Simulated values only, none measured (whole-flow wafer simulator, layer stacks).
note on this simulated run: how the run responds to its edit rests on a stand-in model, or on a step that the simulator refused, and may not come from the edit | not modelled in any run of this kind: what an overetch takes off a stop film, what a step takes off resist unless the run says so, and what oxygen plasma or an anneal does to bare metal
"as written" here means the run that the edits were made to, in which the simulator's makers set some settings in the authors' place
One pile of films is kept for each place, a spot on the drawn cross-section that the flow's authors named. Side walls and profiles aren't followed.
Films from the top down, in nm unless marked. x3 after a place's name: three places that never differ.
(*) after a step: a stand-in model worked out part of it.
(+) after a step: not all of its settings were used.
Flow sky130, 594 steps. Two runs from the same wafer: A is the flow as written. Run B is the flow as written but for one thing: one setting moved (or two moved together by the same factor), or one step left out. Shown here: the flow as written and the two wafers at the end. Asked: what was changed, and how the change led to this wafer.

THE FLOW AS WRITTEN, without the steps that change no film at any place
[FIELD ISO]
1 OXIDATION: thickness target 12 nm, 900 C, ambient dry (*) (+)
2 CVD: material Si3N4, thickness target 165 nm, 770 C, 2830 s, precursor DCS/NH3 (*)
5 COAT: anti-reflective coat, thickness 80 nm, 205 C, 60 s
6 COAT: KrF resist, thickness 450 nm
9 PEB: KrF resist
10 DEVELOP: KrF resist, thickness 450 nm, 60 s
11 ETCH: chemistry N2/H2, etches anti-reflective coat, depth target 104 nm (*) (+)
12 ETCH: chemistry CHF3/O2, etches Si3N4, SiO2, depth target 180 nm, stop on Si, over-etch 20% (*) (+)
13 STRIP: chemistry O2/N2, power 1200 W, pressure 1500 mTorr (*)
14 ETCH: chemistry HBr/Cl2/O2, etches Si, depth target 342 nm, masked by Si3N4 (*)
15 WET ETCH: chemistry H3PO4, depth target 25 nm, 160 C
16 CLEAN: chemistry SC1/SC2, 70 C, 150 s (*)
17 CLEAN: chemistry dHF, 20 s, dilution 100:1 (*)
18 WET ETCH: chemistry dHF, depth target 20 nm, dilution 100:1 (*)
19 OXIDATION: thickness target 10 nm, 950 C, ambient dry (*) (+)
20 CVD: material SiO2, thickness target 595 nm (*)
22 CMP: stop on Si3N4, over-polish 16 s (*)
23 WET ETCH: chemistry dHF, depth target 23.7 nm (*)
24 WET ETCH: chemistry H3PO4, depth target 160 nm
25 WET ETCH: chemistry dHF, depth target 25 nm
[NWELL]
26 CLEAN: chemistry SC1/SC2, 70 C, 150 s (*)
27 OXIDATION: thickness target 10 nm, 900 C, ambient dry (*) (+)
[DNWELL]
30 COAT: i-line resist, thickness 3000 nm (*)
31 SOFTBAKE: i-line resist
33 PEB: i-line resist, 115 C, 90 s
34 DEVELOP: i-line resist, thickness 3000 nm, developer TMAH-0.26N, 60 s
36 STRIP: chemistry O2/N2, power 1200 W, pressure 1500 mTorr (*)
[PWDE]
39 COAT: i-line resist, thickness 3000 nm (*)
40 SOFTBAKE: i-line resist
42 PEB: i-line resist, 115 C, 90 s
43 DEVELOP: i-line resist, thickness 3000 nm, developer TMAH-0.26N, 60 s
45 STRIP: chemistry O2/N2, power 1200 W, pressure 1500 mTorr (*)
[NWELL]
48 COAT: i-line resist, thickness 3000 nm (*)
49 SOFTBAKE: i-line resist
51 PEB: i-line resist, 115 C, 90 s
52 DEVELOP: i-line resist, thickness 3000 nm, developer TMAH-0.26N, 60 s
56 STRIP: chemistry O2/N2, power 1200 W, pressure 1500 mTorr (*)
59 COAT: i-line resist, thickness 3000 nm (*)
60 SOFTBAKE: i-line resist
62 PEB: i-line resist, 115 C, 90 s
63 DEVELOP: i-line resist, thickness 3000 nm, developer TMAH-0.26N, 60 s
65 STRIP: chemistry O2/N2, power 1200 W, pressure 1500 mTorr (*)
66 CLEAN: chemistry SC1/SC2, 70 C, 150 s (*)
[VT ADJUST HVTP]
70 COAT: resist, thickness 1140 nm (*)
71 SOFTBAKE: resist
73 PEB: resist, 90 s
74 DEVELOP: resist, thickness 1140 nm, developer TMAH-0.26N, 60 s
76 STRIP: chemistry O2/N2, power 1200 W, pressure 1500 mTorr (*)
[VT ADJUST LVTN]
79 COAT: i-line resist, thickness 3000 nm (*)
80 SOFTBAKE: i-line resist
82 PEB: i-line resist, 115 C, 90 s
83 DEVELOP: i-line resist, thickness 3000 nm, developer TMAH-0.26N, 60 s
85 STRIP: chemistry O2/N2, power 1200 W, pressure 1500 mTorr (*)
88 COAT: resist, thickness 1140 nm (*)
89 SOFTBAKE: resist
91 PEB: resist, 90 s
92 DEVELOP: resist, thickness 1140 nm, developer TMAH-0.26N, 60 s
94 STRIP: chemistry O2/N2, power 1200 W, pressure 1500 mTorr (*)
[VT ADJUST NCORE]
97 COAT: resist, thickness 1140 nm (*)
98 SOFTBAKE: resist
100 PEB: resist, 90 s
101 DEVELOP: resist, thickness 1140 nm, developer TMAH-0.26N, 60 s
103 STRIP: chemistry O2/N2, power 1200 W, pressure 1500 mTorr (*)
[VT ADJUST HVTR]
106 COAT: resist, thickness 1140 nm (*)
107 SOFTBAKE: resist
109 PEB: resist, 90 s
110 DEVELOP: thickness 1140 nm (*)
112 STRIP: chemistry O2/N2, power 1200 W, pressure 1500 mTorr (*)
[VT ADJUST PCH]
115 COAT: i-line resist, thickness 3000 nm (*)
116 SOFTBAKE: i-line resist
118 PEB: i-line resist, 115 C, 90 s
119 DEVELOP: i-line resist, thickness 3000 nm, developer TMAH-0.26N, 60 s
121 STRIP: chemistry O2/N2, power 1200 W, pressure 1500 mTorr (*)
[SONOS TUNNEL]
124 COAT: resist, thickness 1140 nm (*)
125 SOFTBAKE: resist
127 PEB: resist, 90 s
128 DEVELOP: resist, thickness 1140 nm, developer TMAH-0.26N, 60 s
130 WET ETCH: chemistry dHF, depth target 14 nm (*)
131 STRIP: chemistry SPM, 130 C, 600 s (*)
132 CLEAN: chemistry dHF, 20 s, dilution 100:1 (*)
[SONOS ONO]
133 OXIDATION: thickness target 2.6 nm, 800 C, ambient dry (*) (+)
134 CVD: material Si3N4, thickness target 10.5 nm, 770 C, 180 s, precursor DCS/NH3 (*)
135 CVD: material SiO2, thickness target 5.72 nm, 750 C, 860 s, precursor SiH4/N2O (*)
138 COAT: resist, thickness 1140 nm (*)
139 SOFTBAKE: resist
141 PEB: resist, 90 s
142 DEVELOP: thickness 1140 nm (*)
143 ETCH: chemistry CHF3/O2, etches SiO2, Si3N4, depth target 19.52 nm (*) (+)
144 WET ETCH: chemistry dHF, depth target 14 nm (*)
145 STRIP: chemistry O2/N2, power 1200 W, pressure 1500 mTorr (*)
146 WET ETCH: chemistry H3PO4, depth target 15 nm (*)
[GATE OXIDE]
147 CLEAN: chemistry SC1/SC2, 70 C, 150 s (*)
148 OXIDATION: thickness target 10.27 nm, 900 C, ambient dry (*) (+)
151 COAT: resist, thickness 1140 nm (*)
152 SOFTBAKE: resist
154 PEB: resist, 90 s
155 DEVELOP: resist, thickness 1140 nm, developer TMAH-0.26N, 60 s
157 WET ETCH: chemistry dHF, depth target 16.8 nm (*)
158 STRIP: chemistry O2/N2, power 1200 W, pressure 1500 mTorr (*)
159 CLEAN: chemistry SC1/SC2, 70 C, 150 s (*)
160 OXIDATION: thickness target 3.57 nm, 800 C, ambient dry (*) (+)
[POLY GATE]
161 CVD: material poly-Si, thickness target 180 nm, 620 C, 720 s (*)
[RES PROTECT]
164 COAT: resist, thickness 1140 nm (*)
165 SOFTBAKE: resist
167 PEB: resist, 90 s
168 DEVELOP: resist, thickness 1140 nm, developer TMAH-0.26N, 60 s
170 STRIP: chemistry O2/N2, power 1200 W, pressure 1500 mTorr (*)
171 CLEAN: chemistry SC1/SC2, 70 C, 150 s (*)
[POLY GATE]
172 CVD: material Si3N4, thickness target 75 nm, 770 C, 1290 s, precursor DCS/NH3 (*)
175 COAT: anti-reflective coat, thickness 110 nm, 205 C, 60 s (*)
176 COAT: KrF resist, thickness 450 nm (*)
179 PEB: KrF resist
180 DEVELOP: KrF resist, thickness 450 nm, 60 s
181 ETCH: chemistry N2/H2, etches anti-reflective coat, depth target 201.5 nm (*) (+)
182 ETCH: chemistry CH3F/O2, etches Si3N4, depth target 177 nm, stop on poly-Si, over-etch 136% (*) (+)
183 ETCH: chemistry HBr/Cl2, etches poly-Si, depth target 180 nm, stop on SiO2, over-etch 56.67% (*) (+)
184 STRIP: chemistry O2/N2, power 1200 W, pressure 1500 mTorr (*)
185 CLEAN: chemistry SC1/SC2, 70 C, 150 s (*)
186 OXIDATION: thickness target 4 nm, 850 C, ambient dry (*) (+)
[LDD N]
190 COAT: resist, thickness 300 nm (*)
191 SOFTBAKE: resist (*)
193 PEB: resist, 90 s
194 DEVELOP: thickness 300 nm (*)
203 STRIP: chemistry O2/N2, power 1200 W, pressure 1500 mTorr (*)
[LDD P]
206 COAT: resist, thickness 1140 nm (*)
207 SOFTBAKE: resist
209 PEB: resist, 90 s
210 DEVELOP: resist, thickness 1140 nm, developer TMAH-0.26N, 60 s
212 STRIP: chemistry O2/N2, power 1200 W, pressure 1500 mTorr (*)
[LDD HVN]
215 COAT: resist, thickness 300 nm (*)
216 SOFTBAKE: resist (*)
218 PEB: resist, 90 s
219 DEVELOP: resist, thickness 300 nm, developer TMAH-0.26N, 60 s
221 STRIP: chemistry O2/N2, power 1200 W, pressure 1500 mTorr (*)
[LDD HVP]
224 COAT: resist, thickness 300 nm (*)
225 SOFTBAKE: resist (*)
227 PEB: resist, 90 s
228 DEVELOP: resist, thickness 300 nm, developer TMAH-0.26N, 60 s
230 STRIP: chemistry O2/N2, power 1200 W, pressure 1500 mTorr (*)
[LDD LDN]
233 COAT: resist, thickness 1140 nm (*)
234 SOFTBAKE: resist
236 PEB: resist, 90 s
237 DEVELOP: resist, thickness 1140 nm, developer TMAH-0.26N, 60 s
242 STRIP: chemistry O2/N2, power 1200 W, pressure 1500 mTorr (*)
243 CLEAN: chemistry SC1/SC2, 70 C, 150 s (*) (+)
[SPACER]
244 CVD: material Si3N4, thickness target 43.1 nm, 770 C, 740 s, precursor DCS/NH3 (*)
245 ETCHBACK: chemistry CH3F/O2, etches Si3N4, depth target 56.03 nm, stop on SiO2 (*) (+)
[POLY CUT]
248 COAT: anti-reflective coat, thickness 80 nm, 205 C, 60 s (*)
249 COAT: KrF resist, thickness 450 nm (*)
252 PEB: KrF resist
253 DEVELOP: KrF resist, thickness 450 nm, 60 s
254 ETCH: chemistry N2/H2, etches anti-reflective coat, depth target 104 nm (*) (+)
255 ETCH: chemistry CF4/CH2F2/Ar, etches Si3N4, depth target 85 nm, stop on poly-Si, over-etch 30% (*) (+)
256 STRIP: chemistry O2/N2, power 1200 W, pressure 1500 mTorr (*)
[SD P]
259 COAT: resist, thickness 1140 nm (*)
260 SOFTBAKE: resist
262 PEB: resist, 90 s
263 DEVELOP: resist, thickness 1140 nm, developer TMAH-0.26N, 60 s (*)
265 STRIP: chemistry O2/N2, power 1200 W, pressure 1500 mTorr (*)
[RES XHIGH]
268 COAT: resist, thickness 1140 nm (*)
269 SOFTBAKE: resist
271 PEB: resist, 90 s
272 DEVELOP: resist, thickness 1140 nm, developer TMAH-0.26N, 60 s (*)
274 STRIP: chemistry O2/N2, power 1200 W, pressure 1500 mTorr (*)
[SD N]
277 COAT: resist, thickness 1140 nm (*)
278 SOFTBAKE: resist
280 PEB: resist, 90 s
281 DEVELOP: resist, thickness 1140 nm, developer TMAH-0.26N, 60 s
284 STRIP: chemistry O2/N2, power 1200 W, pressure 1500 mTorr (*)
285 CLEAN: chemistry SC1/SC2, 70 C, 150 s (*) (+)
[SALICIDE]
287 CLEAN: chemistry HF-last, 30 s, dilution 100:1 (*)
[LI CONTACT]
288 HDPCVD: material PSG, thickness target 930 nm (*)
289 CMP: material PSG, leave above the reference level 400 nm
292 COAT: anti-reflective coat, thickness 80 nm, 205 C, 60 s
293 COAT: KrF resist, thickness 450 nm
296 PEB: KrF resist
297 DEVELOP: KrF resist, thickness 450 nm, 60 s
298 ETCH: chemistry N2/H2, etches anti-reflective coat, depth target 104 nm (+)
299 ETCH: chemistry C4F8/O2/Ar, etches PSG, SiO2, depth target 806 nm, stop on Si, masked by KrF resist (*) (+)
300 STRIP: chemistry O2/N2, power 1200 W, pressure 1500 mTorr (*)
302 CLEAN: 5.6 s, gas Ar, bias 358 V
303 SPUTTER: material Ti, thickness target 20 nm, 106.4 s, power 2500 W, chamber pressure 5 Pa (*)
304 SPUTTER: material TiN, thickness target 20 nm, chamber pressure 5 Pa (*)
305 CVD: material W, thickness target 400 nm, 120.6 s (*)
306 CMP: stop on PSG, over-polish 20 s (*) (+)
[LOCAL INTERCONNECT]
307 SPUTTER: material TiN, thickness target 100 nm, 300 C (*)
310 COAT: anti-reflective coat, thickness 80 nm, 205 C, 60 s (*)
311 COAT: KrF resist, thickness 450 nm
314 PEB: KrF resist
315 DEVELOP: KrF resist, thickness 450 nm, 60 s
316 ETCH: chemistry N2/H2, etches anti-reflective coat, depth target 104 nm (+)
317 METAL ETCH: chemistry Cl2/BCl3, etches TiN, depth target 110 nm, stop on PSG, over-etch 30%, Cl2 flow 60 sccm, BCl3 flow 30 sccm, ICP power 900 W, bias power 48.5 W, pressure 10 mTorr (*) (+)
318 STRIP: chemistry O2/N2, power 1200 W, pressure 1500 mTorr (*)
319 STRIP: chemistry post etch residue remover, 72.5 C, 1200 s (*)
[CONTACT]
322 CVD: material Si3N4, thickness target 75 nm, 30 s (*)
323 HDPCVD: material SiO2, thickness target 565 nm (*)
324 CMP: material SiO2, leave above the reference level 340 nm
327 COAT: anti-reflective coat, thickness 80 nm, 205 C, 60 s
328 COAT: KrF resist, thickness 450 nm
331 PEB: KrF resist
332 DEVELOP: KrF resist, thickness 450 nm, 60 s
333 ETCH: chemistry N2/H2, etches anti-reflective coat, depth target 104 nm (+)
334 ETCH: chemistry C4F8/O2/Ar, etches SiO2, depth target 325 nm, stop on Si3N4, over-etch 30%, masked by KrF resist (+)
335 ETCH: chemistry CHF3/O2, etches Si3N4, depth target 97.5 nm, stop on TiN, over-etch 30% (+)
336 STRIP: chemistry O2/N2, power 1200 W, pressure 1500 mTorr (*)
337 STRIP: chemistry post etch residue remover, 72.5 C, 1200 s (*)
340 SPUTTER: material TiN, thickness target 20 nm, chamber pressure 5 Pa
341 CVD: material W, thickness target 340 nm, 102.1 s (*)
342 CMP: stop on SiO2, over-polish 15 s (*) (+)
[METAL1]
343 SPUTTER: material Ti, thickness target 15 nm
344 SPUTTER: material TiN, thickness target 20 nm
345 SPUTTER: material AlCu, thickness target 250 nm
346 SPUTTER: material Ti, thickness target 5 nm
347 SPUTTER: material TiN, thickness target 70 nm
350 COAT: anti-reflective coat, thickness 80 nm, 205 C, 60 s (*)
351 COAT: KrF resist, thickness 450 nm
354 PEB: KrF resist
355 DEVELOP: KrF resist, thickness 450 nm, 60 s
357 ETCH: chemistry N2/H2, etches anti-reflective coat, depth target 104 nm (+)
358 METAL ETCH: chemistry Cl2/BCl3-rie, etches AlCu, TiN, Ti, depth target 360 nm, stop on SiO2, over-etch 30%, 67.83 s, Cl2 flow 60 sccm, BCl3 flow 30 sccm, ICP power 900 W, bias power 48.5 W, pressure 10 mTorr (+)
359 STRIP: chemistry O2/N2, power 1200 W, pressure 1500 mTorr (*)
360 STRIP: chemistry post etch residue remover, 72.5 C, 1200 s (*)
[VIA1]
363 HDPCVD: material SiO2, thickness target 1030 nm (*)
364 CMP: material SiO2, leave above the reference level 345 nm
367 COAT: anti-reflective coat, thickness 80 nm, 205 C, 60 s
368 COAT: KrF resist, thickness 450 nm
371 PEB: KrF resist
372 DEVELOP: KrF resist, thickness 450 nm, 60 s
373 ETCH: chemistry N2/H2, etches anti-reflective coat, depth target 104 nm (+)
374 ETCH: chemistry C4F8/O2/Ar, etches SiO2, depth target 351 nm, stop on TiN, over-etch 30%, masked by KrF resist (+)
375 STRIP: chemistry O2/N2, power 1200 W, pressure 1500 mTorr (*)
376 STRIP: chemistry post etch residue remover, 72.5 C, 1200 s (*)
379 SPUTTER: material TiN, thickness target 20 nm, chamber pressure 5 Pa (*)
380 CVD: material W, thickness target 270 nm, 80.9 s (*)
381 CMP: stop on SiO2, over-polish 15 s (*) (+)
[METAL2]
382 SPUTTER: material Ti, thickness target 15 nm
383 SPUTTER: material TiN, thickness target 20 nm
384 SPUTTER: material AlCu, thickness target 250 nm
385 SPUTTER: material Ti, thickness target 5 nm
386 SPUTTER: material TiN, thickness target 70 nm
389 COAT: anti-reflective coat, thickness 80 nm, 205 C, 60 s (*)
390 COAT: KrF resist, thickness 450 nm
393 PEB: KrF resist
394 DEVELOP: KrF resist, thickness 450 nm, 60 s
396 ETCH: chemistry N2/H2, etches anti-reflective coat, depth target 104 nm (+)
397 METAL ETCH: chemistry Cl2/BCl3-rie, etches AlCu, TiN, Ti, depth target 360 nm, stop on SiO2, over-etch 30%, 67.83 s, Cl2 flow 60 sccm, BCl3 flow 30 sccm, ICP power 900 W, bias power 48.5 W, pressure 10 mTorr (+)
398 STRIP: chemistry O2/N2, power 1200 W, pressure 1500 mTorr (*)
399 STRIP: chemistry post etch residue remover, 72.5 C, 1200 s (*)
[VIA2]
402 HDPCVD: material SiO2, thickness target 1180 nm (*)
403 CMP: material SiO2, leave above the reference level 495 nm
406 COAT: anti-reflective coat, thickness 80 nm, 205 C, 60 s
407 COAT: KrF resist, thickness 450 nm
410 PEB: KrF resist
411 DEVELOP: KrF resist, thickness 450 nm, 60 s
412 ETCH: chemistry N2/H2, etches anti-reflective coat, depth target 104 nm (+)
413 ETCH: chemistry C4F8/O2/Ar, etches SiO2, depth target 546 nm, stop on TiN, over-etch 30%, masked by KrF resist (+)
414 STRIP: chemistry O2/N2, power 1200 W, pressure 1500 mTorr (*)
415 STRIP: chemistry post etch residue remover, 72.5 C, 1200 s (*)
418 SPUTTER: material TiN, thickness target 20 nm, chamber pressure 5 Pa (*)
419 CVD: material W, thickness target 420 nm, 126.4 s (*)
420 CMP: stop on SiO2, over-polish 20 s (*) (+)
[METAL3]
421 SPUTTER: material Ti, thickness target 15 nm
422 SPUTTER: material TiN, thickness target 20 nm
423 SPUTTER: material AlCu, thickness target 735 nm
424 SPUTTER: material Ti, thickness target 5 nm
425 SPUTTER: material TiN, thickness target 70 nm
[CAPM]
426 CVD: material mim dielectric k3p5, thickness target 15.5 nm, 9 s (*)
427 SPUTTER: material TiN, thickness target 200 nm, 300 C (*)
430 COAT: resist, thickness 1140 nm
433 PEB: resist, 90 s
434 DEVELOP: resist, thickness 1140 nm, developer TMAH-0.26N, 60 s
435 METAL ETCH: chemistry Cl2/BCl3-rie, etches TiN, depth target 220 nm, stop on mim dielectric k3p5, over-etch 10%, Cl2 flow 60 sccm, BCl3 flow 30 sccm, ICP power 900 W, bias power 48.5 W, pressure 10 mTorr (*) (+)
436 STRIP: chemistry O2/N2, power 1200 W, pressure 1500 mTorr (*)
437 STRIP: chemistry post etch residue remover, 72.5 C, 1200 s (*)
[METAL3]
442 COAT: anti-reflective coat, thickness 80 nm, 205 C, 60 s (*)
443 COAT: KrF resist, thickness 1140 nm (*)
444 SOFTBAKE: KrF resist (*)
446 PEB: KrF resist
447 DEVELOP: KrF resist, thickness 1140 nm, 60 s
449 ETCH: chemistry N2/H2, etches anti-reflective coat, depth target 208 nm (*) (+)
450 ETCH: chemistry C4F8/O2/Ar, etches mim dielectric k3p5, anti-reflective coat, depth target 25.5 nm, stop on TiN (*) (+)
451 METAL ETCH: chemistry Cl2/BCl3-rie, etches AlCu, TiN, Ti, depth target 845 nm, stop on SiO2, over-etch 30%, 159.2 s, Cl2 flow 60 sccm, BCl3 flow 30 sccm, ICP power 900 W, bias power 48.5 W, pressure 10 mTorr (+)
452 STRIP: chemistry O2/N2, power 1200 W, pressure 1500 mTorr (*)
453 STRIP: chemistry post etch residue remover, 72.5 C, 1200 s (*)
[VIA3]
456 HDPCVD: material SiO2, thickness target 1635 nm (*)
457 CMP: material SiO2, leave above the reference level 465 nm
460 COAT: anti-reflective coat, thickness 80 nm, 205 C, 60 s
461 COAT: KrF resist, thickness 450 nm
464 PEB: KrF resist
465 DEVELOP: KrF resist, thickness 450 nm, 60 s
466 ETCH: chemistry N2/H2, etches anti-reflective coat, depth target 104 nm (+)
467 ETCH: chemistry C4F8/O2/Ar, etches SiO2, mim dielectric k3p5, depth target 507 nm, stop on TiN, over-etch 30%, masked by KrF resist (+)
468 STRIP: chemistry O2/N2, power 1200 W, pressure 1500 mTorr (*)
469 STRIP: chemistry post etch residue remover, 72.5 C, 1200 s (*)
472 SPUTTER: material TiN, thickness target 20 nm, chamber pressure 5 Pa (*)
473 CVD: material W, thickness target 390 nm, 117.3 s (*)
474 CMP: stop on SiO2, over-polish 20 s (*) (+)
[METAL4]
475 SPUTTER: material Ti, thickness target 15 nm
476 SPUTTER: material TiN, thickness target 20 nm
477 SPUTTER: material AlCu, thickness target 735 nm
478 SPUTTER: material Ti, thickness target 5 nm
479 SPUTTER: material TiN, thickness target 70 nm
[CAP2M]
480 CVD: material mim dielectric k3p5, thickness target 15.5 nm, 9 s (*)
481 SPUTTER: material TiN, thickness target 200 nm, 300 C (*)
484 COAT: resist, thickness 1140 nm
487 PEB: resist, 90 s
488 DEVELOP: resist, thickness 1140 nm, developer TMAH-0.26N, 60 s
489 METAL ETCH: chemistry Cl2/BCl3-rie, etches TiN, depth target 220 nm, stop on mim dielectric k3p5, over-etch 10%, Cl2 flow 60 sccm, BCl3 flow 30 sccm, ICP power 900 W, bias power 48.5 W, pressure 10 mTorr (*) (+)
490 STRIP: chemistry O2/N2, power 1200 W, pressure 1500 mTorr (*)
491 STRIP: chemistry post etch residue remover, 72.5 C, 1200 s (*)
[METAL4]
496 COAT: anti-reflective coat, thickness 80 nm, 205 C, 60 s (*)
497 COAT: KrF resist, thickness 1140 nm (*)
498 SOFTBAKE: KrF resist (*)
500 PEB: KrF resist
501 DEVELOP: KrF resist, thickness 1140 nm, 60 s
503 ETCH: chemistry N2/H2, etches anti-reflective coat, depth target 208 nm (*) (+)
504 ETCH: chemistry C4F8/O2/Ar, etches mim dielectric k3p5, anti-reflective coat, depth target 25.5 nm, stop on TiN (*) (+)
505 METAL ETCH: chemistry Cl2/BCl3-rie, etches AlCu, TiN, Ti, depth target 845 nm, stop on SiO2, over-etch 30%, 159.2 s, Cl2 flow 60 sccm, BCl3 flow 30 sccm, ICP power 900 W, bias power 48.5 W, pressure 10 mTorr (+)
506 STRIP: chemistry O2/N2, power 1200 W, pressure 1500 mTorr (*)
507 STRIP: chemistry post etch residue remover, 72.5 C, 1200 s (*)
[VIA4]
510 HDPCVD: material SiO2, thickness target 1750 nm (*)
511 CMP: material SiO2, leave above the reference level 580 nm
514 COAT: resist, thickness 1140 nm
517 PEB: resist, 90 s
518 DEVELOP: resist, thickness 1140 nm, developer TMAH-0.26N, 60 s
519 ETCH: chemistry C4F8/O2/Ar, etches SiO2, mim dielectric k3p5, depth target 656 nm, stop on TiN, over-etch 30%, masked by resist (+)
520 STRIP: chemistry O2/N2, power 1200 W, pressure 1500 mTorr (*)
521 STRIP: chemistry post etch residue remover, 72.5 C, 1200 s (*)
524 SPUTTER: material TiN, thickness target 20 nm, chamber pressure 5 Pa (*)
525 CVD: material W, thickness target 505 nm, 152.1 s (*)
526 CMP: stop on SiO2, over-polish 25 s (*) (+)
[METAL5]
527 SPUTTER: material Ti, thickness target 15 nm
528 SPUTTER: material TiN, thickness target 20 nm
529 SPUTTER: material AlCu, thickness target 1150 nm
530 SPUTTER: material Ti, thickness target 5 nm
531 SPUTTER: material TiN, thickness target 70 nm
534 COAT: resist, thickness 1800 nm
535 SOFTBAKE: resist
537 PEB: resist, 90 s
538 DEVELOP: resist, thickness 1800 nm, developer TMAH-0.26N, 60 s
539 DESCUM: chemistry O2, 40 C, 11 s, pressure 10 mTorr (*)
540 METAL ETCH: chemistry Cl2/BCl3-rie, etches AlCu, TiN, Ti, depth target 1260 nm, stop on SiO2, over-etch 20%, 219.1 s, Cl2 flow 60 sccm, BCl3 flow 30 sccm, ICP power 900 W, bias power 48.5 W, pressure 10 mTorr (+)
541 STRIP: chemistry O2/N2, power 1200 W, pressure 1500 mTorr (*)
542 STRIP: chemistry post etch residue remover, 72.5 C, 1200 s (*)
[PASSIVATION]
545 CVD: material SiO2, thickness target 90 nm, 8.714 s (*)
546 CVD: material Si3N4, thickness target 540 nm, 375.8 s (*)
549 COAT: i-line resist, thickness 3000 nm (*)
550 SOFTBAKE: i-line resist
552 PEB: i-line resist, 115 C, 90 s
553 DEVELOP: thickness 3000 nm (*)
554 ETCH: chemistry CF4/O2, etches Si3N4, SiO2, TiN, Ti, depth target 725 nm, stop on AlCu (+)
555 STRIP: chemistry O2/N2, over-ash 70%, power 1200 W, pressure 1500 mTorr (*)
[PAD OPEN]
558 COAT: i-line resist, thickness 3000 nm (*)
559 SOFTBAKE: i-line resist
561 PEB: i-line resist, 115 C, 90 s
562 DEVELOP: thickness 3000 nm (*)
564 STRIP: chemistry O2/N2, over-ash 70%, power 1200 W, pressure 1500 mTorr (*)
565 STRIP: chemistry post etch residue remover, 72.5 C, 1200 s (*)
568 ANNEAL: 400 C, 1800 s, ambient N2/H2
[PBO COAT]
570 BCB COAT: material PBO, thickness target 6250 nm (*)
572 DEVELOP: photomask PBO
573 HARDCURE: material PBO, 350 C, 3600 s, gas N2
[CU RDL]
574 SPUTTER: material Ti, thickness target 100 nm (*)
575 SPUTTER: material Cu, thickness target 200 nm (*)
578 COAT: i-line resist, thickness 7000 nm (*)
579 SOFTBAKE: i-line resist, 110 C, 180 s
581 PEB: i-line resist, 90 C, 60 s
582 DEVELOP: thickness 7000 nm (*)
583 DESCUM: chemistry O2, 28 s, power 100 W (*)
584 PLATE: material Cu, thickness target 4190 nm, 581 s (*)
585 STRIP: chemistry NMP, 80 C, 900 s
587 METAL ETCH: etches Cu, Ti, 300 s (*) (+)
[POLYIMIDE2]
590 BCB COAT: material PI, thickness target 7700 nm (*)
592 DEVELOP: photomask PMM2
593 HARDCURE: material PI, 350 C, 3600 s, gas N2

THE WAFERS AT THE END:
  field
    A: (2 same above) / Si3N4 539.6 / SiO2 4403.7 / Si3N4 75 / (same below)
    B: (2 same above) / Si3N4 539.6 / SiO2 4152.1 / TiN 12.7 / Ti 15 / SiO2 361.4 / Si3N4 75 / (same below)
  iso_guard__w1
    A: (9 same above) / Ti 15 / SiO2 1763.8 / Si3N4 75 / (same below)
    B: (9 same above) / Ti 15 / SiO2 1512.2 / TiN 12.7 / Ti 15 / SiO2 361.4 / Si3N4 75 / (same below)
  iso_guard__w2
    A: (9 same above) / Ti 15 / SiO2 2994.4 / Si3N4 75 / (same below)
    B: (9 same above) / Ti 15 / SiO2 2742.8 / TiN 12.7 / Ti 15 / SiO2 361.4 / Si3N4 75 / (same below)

The cause: step 345, SPUTTER: thickness target 387.5 nm was run, where the flow has thickness target 250 nm.

How the change led to this, step by step:
  345 SPUTTER: material AlCu, thickness target 250 nm
      field, active, n_well and 188 more: A AlCu +250 (new film) | B AlCu +387.5 (new film)
  358 METAL ETCH: chemistry Cl2/BCl3-rie, etches AlCu, TiN, Ti, depth target 360 nm, stop on SiO2, over-etch 30%, 67.83 s, Cl2 flow 60 sccm, BCl3 flow 30 sccm, ICP power 900 W, bias power 48.5 W, pressure 10 mTorr (+)
      field, active, gate and 79 more: A TiN -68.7 (all of it), Ti -5 (all of it), AlCu -250 (all of it), TiN -20 (all of it), Ti -15 (all of it), SiO2 -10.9 | B TiN -68.7 (all of it), Ti -5 (all of it), AlCu -387.5 (all of it), TiN -6.83
      rpo_hd, iso_guard_nsd_tip: A TiN -68.7 (all of it), Ti -5 (all of it), AlCu -250 (all of it), TiN -20 (all of it), Ti -15 (all of it), SiO2 -10.9 | B TiN -68.7 (all of it), Ti -5 (all of it), AlCu -387.5 (all of it), TiN -6.84
  363 HDPCVD: material SiO2, thickness target 1030 nm (*)
      field, active, gate and 81 more: A SiO2 +1030 | B SiO2 +1030 (new film)
  364 CMP: material SiO2, leave above the reference level 345 nm
      field, active, gate and 81 more: A SiO2 -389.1 | B SiO2 -290.2
Counting metal films that touch as one body, field has 1 body; the flow as written gives 0 bodies.
Counting metal films that touch as one body, iso_guard__w1 has 2 bodies (between them, from the top down: SiO2 1512.2); the flow as written gives 1 body.
Counting metal films that touch as one body, iso_guard__w2 has 2 bodies (between them, from the top down: SiO2 2742.8); the flow as written gives 1 body.
